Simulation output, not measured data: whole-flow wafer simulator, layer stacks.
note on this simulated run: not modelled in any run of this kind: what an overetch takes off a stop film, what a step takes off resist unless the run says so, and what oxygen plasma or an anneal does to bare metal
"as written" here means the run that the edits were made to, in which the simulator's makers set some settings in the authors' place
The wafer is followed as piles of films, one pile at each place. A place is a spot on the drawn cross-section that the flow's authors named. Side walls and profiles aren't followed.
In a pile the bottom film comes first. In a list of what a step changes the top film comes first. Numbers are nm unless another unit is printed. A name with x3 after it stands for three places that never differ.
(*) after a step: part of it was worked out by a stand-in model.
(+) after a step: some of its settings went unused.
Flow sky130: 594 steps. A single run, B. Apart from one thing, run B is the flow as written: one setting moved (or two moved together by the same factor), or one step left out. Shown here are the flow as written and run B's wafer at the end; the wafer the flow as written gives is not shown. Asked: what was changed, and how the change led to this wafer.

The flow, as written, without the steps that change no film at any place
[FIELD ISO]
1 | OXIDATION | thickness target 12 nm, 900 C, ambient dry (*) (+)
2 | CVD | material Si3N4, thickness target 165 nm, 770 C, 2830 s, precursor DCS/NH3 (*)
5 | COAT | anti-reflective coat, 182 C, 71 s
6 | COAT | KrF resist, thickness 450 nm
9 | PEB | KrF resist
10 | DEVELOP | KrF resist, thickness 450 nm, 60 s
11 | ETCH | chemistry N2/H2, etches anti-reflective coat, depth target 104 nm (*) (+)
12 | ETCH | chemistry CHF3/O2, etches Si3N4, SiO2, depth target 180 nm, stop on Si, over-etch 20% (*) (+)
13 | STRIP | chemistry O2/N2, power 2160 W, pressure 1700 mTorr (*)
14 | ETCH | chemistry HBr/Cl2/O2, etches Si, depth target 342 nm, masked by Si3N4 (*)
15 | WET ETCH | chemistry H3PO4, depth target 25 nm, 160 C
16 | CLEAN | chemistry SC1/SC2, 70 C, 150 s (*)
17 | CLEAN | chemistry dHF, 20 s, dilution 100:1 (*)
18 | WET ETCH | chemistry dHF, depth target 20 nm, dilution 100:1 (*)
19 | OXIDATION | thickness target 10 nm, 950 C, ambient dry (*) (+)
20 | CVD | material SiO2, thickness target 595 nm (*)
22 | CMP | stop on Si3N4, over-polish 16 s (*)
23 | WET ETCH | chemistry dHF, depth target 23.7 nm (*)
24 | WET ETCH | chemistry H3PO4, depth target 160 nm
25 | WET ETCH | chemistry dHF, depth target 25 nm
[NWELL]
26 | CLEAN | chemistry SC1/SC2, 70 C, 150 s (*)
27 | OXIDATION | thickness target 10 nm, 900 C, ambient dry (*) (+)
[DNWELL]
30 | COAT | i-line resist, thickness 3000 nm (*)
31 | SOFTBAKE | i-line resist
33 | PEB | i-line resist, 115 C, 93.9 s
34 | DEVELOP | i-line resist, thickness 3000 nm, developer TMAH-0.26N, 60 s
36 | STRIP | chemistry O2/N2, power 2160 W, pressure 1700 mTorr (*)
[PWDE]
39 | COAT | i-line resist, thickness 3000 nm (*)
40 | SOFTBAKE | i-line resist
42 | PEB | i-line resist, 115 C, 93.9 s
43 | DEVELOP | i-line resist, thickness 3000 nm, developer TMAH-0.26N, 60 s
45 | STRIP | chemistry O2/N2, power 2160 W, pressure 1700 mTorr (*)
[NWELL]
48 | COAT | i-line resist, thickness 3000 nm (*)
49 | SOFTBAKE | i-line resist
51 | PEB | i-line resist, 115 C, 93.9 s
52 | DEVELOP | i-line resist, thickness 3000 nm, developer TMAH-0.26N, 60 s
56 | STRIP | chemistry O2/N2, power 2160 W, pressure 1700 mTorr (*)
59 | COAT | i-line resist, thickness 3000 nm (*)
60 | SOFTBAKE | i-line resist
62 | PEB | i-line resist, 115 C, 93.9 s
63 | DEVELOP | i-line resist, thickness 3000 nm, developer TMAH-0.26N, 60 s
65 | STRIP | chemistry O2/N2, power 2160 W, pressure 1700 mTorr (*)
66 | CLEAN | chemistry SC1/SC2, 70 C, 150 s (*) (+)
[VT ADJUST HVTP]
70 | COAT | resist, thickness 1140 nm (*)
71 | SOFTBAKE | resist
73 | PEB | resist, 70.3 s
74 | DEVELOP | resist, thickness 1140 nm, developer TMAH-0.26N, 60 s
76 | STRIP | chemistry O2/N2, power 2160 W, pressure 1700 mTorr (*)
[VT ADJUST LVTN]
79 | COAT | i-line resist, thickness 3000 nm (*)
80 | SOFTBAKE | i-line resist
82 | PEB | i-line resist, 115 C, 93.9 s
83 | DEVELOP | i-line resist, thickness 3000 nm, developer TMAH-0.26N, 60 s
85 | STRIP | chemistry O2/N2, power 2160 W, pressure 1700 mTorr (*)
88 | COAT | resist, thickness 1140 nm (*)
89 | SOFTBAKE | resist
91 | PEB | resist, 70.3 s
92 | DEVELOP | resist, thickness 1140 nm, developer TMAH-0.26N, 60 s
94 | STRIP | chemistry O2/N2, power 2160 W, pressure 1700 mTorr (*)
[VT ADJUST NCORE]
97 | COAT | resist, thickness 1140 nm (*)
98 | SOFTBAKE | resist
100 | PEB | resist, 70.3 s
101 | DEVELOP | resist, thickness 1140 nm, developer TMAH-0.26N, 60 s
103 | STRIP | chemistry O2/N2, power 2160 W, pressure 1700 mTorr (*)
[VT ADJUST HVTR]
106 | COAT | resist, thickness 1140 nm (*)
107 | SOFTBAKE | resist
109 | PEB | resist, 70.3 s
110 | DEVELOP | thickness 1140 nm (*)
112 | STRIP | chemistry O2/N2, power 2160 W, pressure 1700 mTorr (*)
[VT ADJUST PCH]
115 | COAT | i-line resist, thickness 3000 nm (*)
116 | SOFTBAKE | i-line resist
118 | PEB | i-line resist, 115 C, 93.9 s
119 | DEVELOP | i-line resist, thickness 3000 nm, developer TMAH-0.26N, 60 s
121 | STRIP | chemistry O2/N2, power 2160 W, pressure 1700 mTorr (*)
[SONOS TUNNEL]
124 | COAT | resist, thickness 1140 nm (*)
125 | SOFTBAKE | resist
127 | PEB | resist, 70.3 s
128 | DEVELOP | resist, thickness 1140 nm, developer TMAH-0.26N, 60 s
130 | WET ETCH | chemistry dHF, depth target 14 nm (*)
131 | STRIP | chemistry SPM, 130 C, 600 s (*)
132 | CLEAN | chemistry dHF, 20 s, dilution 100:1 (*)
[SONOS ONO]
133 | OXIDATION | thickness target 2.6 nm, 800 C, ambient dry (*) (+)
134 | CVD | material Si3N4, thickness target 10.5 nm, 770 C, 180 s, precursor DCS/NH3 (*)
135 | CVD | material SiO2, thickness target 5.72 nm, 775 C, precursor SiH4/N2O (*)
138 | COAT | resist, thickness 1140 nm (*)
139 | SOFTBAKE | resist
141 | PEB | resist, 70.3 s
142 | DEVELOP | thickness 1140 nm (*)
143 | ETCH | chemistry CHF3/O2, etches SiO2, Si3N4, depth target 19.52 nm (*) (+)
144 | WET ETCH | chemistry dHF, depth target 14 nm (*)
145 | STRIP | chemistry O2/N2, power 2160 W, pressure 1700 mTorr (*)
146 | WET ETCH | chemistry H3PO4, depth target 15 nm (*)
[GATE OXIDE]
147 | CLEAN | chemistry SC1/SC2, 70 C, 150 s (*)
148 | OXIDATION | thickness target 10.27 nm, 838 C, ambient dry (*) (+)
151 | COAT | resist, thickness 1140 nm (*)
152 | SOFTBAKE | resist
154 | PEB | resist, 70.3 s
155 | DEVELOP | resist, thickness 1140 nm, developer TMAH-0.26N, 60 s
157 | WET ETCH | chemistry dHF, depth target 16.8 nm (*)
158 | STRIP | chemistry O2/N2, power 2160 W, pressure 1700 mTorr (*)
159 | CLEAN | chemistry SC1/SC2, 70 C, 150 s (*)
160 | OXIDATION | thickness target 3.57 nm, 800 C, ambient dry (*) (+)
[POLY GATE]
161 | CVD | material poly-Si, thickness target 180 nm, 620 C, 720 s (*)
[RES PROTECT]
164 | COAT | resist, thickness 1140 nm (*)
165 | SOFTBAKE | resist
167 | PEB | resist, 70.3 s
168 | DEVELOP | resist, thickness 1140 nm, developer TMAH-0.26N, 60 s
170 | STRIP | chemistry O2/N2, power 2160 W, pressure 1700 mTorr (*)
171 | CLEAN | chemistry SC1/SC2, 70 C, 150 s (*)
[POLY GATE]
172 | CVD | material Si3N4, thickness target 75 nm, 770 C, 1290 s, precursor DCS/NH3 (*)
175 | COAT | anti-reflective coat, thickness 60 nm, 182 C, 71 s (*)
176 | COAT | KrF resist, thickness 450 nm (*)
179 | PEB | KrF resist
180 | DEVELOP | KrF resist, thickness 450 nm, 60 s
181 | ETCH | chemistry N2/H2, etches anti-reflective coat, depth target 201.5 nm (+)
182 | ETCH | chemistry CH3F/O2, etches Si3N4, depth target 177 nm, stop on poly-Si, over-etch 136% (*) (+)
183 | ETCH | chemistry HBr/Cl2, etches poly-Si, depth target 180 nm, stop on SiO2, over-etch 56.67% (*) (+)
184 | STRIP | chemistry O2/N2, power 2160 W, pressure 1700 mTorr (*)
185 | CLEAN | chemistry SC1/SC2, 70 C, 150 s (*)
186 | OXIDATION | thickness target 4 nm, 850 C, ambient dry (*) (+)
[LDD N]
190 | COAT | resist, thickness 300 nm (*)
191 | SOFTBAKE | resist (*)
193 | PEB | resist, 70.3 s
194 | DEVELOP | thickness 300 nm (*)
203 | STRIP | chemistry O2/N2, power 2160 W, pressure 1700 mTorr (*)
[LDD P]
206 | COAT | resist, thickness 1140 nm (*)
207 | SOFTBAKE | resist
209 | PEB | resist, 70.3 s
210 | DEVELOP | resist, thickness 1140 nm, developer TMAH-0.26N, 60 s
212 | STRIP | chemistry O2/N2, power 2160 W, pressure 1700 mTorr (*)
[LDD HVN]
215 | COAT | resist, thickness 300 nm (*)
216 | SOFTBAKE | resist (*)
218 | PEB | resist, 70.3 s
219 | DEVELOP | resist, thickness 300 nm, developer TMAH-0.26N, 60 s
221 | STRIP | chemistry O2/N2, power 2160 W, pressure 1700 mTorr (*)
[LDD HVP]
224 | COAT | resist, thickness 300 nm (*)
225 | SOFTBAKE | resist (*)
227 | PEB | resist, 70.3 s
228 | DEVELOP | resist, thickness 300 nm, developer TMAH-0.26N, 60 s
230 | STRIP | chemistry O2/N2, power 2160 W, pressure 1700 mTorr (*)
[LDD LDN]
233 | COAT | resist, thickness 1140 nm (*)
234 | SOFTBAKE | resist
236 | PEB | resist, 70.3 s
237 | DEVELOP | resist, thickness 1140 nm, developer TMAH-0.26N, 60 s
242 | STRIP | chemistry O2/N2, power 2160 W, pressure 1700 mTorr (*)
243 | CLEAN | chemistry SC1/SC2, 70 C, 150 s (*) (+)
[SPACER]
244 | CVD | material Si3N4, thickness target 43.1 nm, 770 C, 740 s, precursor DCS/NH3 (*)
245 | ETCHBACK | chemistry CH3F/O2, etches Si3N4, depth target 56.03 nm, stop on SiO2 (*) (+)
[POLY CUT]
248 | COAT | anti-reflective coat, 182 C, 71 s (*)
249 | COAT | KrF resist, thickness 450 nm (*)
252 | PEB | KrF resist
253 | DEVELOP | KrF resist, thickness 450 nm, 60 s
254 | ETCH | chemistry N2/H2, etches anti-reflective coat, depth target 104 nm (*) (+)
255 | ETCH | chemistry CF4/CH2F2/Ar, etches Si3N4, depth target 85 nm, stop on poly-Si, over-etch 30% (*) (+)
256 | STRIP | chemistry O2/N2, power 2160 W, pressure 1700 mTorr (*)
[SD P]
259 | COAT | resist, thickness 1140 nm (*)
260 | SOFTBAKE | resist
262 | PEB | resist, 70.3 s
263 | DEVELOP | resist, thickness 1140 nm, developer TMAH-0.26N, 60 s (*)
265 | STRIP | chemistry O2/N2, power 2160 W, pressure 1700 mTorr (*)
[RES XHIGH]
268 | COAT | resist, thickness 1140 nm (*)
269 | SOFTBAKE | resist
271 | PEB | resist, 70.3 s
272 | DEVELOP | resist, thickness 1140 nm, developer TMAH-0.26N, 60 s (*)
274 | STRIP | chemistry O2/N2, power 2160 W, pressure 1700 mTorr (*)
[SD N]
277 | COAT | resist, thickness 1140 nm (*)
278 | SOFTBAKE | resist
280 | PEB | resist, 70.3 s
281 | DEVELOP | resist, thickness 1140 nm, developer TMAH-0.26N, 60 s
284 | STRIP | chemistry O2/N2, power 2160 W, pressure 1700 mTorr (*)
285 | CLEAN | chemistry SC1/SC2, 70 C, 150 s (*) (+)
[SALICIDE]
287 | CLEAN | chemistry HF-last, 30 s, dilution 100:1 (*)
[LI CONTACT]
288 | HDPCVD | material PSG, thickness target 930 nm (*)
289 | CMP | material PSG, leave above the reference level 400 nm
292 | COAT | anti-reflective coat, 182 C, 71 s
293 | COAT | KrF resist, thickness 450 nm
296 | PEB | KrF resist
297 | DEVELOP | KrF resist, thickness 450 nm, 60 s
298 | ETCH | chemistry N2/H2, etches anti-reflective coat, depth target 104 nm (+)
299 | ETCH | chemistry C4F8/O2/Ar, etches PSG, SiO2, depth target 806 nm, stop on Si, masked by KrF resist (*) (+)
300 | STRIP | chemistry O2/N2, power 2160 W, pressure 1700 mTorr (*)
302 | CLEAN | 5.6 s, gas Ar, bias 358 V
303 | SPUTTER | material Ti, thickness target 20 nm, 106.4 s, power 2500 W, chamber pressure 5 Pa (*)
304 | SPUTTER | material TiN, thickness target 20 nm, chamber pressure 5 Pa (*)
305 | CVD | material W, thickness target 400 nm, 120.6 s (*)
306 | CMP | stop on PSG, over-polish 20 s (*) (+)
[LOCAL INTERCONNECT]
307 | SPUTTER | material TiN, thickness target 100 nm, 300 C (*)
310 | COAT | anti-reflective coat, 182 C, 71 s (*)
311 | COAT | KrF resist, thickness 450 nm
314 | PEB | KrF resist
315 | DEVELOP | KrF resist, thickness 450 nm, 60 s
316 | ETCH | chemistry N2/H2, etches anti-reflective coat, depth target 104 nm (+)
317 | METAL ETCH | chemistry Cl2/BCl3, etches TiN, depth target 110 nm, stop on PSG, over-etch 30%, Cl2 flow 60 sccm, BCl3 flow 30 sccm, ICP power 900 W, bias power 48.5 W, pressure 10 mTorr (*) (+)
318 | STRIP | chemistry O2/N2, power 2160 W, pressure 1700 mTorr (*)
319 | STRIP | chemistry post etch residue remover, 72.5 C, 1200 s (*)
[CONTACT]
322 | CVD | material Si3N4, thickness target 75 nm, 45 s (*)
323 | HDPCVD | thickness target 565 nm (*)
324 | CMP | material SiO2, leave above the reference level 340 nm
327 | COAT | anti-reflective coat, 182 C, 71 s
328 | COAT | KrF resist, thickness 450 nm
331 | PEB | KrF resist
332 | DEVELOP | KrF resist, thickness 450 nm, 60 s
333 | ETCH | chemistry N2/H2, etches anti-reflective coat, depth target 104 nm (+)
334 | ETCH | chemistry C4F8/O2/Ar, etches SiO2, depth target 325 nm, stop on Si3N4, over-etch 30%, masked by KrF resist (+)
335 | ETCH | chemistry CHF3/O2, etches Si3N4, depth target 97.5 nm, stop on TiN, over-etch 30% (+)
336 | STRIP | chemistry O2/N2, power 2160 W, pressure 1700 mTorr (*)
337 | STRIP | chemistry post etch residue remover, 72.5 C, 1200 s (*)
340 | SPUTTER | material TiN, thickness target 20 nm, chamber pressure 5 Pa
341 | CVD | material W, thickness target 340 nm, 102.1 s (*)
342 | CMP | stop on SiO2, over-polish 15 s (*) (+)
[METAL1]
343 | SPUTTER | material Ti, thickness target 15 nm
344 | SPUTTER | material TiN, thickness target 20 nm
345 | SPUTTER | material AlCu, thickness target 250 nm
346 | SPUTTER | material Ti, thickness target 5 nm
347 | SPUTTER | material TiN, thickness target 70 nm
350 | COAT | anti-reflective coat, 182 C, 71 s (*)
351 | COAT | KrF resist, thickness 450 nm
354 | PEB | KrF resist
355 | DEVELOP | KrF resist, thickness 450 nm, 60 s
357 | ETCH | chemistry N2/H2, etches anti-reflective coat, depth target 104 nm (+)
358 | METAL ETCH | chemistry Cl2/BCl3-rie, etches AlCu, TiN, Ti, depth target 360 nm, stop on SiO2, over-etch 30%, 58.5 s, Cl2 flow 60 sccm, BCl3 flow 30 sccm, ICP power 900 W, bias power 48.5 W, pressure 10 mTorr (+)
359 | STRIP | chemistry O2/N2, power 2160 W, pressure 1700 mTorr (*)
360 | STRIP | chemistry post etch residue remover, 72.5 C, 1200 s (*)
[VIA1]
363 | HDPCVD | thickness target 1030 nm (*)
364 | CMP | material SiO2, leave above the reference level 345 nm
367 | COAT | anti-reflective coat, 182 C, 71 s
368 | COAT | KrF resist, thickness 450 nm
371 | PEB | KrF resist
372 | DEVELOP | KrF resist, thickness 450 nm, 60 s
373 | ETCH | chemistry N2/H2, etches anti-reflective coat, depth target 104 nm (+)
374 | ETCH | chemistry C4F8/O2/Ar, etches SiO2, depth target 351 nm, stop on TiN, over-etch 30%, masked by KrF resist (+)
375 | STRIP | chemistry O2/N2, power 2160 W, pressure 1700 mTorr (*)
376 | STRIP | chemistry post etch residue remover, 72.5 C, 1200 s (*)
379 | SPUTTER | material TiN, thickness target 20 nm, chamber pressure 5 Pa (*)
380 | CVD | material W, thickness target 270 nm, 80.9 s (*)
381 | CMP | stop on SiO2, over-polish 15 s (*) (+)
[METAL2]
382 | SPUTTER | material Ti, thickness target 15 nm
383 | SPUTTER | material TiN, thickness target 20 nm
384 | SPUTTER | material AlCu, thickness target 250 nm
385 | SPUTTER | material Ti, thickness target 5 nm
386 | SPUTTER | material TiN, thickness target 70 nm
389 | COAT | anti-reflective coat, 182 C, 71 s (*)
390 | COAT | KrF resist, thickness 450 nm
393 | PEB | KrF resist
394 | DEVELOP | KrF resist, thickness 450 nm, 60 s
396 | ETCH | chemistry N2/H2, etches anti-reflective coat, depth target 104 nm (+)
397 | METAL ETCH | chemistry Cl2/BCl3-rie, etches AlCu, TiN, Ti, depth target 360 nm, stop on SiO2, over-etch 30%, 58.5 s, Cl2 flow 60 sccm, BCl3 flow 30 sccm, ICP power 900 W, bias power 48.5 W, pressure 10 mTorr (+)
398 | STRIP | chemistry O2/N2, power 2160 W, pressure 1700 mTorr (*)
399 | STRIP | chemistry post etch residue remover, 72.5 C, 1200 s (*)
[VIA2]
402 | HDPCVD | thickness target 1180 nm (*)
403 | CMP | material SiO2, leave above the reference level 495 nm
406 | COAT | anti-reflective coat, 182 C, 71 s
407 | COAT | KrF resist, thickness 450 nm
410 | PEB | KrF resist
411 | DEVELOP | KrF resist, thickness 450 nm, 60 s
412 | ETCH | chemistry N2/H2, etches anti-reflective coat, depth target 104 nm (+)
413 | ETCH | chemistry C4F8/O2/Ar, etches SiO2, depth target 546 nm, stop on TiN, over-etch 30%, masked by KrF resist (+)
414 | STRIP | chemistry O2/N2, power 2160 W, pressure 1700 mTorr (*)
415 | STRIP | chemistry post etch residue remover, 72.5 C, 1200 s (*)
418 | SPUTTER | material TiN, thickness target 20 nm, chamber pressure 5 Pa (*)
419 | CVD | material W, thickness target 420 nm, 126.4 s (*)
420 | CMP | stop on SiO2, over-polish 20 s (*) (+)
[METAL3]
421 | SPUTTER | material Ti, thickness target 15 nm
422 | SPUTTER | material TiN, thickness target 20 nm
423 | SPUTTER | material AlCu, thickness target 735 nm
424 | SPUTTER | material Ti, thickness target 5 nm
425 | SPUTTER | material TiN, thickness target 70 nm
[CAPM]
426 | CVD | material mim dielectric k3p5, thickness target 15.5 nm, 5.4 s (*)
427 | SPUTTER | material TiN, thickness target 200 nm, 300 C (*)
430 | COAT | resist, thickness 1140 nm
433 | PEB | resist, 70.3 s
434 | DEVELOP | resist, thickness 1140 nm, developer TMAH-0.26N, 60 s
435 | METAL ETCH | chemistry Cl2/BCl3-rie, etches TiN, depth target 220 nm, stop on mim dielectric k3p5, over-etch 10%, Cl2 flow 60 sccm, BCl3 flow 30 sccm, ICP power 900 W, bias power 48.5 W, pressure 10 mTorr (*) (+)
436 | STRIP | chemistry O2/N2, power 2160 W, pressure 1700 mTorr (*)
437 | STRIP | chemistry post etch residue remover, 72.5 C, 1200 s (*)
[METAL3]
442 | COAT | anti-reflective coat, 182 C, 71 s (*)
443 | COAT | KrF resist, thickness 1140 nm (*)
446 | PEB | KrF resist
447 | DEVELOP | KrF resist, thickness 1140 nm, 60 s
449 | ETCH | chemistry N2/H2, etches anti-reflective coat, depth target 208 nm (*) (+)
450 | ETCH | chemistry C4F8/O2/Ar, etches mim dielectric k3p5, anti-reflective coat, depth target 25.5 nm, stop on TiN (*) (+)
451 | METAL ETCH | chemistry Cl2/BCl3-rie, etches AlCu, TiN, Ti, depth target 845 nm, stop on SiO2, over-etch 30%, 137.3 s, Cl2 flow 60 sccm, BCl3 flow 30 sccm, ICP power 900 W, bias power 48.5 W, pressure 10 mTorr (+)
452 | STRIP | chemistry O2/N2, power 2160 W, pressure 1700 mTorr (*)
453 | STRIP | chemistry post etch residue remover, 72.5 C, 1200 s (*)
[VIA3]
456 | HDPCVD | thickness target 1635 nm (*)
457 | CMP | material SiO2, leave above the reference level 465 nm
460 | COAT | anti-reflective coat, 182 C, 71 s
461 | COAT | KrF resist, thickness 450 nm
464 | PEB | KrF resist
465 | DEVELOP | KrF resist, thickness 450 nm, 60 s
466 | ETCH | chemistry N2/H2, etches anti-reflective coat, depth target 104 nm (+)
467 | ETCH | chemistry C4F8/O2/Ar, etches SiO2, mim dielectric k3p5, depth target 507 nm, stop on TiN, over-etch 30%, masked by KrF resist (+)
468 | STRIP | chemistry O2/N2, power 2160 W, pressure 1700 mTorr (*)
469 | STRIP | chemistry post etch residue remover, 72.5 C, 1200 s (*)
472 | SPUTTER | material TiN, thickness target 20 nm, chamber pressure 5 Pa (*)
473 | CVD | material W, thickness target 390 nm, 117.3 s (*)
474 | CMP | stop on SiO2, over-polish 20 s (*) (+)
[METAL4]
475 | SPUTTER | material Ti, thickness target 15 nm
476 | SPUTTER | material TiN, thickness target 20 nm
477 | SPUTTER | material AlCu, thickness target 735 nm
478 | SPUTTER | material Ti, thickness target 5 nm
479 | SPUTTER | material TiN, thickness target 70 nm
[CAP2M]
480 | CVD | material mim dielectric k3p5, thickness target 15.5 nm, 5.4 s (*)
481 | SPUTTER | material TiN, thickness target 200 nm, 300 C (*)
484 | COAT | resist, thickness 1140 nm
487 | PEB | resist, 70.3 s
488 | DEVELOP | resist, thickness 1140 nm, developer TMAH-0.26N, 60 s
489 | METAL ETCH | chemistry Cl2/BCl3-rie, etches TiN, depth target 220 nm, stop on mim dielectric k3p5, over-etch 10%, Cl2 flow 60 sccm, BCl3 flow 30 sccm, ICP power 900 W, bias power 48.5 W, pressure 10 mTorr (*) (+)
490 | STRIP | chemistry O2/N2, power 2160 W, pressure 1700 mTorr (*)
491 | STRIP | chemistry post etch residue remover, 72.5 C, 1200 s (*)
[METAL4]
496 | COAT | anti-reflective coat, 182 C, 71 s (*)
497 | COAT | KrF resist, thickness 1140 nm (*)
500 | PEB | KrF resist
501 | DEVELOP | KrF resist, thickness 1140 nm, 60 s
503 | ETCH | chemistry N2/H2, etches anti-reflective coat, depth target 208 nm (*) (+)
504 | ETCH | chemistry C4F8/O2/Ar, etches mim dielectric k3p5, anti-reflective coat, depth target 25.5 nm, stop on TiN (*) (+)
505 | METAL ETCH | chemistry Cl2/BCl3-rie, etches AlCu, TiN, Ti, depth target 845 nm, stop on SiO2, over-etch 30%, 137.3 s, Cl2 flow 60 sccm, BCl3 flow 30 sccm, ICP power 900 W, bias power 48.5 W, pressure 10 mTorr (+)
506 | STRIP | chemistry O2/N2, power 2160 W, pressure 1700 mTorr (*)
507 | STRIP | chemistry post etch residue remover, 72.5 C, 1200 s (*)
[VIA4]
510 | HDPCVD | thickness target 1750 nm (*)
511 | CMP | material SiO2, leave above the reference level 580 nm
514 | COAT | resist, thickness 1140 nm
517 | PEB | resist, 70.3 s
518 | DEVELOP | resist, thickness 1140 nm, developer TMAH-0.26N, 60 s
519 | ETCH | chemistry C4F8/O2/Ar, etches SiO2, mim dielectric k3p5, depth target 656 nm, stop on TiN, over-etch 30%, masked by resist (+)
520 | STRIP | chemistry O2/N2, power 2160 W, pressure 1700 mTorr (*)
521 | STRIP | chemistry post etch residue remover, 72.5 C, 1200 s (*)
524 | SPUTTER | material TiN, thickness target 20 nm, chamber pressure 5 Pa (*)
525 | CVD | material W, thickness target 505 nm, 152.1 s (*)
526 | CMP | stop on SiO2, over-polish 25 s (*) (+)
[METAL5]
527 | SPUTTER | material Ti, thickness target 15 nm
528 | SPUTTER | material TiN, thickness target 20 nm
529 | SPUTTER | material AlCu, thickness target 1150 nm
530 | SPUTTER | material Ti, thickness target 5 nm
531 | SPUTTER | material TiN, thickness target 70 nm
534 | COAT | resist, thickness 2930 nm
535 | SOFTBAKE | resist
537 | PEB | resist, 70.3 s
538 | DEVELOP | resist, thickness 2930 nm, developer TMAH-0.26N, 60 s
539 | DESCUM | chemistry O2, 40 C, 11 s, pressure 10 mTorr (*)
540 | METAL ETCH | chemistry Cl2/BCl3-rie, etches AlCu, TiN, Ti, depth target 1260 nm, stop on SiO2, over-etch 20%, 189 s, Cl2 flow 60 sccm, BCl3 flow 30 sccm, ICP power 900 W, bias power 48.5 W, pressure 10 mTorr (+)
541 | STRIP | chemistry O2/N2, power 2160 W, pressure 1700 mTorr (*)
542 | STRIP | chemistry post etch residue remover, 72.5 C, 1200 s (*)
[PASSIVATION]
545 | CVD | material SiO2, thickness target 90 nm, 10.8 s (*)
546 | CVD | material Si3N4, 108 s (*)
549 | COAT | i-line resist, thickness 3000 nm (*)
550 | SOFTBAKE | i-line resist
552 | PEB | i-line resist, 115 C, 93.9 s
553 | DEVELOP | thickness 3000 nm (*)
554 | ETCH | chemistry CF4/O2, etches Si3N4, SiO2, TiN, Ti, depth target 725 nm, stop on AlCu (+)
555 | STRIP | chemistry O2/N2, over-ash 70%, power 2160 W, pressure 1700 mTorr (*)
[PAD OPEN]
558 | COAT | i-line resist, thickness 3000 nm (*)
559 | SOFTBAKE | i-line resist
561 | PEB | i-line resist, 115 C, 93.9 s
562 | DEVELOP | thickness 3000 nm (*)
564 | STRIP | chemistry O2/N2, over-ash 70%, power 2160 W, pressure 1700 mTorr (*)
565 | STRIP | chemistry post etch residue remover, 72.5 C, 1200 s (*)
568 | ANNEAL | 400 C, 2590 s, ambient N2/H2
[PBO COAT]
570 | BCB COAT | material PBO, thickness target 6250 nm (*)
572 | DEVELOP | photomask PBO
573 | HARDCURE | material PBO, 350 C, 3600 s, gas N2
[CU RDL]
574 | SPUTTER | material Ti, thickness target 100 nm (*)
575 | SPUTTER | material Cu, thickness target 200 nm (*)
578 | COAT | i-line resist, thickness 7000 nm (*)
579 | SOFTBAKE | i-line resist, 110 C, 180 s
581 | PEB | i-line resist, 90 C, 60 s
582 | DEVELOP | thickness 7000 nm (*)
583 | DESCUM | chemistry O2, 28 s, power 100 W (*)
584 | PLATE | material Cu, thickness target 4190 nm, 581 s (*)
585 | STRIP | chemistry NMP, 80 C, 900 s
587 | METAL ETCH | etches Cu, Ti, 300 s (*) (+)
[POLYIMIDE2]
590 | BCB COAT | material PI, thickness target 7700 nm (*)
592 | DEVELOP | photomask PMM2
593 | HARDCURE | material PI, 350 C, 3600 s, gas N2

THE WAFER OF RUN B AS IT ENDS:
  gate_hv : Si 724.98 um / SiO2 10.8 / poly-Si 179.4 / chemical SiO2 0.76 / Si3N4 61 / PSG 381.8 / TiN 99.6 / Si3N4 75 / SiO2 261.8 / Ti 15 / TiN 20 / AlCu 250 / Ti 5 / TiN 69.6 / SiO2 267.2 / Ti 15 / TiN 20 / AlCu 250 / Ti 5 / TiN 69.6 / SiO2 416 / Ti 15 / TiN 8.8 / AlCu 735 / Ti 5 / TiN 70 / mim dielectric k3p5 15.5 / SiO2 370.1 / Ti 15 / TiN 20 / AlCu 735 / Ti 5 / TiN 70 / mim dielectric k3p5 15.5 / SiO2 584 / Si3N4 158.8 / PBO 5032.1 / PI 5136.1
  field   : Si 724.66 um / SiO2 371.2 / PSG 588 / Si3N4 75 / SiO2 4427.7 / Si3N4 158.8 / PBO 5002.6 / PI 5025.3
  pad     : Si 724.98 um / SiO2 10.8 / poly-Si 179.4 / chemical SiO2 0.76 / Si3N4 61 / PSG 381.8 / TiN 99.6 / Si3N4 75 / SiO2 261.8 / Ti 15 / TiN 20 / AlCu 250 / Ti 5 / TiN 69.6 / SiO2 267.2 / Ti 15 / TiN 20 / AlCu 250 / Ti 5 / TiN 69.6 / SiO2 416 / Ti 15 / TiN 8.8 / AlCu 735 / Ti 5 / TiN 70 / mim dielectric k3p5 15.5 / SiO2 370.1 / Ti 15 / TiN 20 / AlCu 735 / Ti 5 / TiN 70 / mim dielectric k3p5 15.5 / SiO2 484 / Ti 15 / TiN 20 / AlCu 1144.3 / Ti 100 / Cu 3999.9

What caused this: step 422, SPUTTER: thickness target 8.8 nm was run, while the flow as written has thickness target 20 nm.
The wafer itself shows it: gate_hv has TiN 8.8, and step 422 as written asks for 20 nm.

How this came from the change, step by step:
  422 | SPUTTER | material TiN, thickness target 20 nm
      field, active, n_well and 188 more: +8.8 TiN (new film) (it would be, as written: +20 TiN (new film))
  451 | METAL ETCH | chemistry Cl2/BCl3-rie, etches AlCu, TiN, Ti, depth target 845 nm, stop on SiO2, over-etch 30%, 137.3 s, Cl2 flow 60 sccm, BCl3 flow 30 sccm, ICP power 900 W, bias power 48.5 W, pressure 10 mTorr (+)
      field, gate, spacer and 68 more: -70 TiN (all of it), -5 Ti (all of it), -735 AlCu (all of it), -8.8 TiN (all of it), -15 Ti (all of it), -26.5 SiO2 (it would be, as written: -70 TiN (all of it), -5 Ti (all of it), -735 AlCu (all of it), -20 TiN (all of it), -15 Ti (all of it), -25.4 SiO2)
      active, vpp_ln, vpp_iso2 and 11 more: -70 TiN (all of it), -5 Ti (all of it), -735 AlCu (all of it), -8.8 TiN (all of it), -15 Ti (all of it), -26.5 SiO2 (it would be, as written: -70 TiN (all of it), -5 Ti (all of it), -735 AlCu (all of it), -20 TiN (all of it), -15 Ti (all of it), -25.3 SiO2)
  457 | CMP | material SiO2, leave above the reference level 465 nm
      field, active, gate and 82 more: -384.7 SiO2 (it would be, as written: -374.7 SiO2)
